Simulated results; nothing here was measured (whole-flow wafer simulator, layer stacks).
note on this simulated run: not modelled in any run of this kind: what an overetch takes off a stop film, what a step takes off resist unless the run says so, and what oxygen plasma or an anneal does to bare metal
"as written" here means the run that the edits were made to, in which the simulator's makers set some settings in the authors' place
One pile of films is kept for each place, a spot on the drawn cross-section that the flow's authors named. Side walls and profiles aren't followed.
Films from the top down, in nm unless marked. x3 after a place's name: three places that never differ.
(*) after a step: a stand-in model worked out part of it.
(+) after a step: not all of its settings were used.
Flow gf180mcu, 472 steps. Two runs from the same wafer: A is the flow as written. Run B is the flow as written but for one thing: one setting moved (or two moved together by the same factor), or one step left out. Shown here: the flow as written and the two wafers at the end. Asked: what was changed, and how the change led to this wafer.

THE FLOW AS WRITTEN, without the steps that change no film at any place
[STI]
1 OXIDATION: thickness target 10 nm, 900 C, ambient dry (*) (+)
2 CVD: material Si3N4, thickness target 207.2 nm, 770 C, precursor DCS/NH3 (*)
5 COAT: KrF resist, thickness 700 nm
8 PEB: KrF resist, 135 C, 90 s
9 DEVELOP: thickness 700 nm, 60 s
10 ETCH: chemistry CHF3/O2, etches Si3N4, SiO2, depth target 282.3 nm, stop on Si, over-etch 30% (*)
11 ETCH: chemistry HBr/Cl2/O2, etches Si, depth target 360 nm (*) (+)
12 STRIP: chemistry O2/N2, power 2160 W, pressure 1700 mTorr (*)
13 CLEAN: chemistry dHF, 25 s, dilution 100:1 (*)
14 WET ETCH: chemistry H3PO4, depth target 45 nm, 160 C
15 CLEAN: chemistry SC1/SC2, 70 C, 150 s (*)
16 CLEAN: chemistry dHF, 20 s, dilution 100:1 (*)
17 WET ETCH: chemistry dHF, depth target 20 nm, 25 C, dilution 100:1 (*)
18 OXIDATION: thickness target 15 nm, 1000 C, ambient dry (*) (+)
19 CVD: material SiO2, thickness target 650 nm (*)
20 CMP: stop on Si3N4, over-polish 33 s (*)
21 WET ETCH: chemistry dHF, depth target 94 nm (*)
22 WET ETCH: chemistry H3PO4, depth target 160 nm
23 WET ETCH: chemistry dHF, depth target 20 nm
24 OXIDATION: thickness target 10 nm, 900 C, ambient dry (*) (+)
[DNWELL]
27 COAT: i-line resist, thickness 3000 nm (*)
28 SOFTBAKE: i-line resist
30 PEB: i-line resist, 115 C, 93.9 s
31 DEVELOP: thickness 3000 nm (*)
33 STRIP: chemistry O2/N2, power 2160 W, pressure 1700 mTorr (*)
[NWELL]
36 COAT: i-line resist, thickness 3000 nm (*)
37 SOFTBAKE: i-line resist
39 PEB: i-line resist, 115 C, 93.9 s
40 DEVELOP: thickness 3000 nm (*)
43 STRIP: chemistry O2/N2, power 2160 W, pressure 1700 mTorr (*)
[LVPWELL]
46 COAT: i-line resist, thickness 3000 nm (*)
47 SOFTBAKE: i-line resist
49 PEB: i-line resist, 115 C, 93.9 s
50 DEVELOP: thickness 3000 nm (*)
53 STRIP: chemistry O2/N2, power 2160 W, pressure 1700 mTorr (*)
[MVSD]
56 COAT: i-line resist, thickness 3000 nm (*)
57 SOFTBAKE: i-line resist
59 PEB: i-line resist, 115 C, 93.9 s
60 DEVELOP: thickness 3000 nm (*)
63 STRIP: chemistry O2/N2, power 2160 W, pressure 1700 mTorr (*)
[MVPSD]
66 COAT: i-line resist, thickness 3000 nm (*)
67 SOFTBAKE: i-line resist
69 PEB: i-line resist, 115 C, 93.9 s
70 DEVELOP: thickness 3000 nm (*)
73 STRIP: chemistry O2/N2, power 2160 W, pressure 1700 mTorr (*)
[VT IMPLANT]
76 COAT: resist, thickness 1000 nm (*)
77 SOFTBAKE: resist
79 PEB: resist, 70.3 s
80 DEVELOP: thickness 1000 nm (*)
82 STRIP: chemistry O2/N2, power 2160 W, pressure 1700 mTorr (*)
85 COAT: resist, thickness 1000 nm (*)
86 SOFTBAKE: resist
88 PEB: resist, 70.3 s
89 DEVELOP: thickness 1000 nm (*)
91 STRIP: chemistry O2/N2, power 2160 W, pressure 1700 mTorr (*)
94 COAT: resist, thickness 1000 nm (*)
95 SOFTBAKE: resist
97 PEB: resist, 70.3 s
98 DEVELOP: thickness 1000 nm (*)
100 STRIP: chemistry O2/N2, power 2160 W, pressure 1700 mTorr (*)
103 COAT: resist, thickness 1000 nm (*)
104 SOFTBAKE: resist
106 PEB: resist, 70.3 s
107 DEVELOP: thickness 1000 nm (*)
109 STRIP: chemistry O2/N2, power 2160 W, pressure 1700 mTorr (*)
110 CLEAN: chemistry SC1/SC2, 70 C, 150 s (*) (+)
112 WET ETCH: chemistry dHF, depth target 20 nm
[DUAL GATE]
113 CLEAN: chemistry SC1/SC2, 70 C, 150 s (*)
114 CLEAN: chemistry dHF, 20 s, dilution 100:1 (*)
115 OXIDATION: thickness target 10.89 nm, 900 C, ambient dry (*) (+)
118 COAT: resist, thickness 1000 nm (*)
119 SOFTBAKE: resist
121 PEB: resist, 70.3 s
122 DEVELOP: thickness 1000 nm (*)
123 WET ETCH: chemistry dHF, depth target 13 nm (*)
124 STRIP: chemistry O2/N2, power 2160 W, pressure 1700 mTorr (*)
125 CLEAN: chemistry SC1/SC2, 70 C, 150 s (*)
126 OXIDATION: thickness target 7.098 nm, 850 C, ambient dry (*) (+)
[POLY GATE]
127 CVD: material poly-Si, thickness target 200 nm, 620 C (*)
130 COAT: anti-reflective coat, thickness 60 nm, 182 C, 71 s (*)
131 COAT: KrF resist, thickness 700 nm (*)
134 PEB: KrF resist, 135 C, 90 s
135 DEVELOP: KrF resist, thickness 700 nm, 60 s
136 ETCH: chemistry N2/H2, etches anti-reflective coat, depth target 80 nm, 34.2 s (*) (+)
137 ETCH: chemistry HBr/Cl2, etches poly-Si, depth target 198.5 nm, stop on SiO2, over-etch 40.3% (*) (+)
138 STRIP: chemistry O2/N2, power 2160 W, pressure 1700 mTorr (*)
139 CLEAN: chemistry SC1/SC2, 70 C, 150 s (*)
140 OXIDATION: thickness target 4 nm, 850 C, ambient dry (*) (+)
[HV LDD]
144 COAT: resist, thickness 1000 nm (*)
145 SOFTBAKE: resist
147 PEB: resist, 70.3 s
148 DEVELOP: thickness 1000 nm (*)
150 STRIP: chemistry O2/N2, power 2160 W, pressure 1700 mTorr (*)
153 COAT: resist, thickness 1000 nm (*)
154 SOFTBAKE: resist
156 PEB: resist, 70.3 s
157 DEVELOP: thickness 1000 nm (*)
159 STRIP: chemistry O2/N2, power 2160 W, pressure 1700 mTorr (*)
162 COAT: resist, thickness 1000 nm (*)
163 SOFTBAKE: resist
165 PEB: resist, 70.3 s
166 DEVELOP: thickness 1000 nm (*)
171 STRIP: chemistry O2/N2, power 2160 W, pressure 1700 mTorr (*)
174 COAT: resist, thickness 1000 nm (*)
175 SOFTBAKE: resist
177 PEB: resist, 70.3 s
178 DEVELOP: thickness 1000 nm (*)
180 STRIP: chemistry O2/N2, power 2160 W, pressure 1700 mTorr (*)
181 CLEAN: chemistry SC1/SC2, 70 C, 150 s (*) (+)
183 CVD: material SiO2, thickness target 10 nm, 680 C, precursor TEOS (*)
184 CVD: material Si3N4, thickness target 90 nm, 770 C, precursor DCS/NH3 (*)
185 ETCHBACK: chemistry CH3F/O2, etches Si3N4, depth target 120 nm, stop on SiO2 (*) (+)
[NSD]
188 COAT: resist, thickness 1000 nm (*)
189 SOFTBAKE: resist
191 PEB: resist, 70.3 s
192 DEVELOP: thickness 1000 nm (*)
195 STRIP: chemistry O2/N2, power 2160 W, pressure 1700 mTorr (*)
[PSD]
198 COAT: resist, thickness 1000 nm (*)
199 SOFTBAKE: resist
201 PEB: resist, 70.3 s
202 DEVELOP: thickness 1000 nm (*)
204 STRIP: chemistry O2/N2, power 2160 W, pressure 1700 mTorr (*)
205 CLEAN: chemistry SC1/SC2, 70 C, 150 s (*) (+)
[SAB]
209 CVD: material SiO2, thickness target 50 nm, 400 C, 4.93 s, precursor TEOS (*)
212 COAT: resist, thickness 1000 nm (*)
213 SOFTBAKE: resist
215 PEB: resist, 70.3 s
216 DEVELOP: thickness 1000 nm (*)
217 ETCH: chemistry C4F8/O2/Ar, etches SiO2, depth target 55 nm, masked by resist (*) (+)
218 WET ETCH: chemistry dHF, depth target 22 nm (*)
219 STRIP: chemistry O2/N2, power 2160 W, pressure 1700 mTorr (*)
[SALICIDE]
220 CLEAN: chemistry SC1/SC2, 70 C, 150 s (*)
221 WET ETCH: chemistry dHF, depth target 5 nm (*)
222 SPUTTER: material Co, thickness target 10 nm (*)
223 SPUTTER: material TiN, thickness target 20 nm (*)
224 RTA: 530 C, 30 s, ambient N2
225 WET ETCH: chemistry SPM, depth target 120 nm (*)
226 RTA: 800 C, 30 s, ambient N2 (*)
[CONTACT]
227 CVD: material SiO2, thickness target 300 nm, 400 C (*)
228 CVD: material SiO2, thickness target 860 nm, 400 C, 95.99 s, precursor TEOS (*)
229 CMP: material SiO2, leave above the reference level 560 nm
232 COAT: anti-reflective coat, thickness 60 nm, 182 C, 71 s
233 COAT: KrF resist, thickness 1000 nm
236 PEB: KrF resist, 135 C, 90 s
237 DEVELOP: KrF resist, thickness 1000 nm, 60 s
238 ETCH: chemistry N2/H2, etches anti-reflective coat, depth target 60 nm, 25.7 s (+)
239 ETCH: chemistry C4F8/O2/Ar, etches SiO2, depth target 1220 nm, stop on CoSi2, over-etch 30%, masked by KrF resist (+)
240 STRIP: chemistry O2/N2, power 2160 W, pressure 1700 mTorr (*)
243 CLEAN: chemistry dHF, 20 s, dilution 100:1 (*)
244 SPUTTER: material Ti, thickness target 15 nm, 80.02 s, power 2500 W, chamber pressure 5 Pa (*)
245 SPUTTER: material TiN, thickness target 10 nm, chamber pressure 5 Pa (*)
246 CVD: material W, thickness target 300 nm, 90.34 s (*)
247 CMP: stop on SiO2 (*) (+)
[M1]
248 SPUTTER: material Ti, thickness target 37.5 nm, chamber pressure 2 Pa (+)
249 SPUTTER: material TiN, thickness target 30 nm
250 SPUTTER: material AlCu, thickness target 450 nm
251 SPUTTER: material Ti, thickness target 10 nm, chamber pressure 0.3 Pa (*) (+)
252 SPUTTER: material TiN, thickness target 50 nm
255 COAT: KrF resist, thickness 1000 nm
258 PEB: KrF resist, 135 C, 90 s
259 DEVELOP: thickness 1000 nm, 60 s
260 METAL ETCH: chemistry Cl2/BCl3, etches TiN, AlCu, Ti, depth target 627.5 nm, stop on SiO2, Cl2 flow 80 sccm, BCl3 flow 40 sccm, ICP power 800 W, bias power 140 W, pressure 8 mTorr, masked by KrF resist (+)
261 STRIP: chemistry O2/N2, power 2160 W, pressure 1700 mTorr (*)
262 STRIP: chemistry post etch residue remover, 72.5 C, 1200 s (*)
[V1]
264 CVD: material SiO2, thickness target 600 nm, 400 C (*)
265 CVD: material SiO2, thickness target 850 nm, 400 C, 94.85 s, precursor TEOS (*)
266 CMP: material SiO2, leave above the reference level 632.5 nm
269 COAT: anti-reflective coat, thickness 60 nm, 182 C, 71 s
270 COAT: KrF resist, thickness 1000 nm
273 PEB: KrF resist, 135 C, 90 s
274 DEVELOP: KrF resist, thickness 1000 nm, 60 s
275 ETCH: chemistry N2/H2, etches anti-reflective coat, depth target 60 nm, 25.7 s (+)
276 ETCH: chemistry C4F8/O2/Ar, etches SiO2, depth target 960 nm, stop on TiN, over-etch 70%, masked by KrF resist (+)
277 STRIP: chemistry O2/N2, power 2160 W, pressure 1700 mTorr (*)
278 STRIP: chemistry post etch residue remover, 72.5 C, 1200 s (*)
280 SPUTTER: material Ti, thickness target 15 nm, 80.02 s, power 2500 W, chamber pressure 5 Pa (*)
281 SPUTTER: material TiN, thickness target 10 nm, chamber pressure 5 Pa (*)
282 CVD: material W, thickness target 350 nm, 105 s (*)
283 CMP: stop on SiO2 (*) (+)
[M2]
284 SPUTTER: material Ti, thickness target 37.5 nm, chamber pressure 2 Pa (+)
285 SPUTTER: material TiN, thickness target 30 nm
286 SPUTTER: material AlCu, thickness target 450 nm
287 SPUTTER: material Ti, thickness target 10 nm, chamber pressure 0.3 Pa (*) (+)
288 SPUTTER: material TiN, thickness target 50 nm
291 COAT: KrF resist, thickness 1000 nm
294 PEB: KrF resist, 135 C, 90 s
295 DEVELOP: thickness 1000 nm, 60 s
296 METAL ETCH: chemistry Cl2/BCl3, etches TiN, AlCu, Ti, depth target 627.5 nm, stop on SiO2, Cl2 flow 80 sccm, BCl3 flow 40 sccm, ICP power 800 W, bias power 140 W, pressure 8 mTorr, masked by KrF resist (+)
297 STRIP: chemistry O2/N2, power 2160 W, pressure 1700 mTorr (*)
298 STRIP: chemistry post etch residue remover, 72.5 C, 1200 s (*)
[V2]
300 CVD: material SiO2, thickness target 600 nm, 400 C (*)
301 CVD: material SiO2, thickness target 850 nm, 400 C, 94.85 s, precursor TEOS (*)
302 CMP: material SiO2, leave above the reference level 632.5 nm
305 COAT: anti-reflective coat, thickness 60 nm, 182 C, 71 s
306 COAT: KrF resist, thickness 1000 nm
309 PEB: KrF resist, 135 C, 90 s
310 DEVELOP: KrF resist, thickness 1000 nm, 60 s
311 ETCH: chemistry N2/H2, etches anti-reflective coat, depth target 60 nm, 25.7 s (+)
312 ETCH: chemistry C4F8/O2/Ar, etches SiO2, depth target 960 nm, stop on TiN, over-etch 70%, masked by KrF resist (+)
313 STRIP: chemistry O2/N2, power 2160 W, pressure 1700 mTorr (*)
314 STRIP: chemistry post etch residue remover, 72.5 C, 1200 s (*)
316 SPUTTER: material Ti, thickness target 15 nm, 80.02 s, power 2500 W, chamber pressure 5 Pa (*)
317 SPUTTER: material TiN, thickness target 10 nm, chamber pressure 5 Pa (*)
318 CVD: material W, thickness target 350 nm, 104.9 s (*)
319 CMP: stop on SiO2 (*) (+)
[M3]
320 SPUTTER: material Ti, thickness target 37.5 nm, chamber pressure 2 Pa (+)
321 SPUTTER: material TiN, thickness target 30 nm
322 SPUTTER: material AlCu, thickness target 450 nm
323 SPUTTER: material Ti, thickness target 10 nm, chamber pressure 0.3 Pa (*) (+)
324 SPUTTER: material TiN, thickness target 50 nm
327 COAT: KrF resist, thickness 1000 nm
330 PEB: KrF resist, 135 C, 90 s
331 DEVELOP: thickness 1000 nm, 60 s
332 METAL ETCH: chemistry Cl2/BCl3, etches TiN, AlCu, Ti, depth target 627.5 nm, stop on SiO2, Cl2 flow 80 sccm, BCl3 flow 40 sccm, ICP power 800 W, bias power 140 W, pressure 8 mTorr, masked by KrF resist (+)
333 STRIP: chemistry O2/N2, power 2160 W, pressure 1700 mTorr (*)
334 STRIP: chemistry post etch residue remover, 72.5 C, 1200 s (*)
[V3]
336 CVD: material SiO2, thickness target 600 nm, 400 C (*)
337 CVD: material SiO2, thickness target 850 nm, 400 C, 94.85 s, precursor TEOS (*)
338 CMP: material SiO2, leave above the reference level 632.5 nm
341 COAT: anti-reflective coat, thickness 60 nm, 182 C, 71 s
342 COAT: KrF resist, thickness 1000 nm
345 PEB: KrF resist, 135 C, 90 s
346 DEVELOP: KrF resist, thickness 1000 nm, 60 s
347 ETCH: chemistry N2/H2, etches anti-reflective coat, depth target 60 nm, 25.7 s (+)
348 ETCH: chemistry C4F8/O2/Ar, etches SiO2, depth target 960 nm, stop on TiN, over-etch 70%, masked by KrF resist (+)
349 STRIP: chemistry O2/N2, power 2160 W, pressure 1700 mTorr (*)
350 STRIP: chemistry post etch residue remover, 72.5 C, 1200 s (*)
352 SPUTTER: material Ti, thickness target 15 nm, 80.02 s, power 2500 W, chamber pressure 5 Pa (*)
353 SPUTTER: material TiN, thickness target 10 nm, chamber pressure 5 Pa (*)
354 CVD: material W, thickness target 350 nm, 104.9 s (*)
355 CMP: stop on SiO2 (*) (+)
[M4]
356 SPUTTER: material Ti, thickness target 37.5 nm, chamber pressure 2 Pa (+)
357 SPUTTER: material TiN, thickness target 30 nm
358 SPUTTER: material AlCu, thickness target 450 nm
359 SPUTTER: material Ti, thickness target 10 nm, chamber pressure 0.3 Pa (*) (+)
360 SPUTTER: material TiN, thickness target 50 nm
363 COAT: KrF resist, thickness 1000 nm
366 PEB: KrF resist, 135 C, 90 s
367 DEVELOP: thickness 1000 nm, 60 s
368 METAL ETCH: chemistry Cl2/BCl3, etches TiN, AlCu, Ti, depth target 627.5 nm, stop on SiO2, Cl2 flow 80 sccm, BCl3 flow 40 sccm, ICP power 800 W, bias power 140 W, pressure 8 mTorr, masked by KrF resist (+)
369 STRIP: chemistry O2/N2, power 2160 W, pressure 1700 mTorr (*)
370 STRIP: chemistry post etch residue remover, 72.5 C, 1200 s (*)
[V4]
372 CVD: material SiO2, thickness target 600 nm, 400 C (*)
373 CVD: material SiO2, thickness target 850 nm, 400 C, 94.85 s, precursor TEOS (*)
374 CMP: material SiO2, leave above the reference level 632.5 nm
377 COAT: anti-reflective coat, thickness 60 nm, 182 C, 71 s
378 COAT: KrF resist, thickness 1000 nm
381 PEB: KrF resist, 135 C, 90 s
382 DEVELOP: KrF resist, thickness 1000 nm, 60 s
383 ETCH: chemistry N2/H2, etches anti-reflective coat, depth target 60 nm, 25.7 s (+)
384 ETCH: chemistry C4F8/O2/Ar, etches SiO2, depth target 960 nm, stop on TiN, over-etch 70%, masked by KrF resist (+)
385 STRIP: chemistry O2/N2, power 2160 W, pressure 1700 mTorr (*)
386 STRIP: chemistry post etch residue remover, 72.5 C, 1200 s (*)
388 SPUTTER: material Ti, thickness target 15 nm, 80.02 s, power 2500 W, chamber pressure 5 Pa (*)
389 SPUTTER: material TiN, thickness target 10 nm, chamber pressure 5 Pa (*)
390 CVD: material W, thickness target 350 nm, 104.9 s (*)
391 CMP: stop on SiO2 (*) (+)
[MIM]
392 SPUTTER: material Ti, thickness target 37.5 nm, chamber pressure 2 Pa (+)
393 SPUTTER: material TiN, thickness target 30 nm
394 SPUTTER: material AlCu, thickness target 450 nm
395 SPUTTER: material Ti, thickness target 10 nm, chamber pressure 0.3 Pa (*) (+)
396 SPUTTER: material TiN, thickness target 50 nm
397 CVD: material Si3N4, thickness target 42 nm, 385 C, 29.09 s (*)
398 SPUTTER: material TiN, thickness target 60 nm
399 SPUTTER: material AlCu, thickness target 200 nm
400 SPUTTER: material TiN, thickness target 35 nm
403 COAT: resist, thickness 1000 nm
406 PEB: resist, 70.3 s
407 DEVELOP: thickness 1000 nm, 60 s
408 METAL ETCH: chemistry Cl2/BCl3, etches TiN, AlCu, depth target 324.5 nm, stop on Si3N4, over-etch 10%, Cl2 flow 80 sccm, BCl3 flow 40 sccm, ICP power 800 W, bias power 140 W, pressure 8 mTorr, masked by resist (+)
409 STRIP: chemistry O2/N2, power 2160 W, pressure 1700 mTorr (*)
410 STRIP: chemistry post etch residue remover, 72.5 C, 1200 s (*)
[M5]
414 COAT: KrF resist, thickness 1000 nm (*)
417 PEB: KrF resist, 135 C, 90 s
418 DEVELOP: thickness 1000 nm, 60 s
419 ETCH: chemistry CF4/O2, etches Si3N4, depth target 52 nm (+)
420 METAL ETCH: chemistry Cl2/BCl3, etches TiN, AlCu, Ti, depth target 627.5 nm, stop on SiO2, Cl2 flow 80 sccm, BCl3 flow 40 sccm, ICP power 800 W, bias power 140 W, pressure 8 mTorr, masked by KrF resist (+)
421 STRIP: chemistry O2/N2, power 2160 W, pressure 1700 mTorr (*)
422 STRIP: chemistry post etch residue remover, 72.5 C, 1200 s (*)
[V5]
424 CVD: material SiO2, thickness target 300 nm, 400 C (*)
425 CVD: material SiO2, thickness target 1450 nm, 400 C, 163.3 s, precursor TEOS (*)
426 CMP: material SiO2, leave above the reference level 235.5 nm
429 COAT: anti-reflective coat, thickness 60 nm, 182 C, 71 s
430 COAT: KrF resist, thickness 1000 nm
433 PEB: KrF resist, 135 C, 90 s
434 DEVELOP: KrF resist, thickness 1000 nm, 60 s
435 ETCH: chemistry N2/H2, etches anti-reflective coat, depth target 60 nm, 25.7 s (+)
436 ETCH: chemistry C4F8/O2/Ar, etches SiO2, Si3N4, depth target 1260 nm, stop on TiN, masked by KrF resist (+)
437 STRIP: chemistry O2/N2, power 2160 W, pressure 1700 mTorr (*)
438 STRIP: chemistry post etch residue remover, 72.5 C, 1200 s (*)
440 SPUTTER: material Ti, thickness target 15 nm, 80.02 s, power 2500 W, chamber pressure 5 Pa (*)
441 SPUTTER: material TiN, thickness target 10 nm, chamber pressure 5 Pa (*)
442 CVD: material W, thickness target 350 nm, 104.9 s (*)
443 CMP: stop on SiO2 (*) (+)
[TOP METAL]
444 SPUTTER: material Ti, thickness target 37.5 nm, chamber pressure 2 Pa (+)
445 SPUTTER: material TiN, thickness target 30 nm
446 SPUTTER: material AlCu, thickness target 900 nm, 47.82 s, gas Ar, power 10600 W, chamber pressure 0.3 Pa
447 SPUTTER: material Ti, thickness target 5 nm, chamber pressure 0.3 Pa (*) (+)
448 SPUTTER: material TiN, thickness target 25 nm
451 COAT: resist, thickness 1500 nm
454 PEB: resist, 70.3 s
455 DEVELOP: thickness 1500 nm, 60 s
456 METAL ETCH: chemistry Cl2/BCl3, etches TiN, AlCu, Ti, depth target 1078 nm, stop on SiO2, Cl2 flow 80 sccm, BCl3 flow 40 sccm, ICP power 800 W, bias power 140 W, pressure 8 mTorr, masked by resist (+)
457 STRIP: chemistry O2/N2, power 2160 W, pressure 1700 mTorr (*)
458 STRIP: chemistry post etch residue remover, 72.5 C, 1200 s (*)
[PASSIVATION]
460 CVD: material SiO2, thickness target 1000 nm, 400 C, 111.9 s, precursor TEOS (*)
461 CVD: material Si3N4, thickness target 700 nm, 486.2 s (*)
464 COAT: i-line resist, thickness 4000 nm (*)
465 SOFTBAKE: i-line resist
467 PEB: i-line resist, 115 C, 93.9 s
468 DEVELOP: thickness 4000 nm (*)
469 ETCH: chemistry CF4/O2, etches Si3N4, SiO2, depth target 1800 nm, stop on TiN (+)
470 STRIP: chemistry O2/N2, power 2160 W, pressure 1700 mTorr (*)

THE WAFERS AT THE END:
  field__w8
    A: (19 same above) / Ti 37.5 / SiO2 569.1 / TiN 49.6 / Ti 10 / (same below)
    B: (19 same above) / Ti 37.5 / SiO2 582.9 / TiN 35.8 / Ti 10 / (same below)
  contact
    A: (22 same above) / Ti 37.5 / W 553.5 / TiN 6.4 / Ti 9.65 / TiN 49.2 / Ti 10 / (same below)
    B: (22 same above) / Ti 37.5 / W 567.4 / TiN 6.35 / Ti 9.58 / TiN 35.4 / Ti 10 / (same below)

The cause: step 324, SPUTTER: thickness target 36.2 nm was run, where the flow has thickness target 50 nm.

How the change led to this, step by step:
  324 SPUTTER: material TiN, thickness target 50 nm
      field, field__w1, field__w2 and 108 more: A TiN +50 (new film) | B TiN +36.2 (new film)
  332 METAL ETCH: chemistry Cl2/BCl3, etches TiN, AlCu, Ti, depth target 627.5 nm, stop on SiO2, Cl2 flow 80 sccm, BCl3 flow 40 sccm, ICP power 800 W, bias power 140 W, pressure 8 mTorr, masked by KrF resist (+)
      field, field__w1, field__w2 and 103 more: A TiN -50 (all of it), Ti -10 (all of it), AlCu -450 (all of it), TiN -30 (all of it), Ti -37.5 (all of it) | B TiN -36.2 (all of it), Ti -10 (all of it), AlCu -450 (all of it), TiN -30 (all of it), Ti -37.5 (all of it)
  348 ETCH: chemistry C4F8/O2/Ar, etches SiO2, depth target 960 nm, stop on TiN, over-etch 70%, masked by KrF resist (+)
      contact: A SiO2 -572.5 (all of it) | B SiO2 -586.3 (all of it)
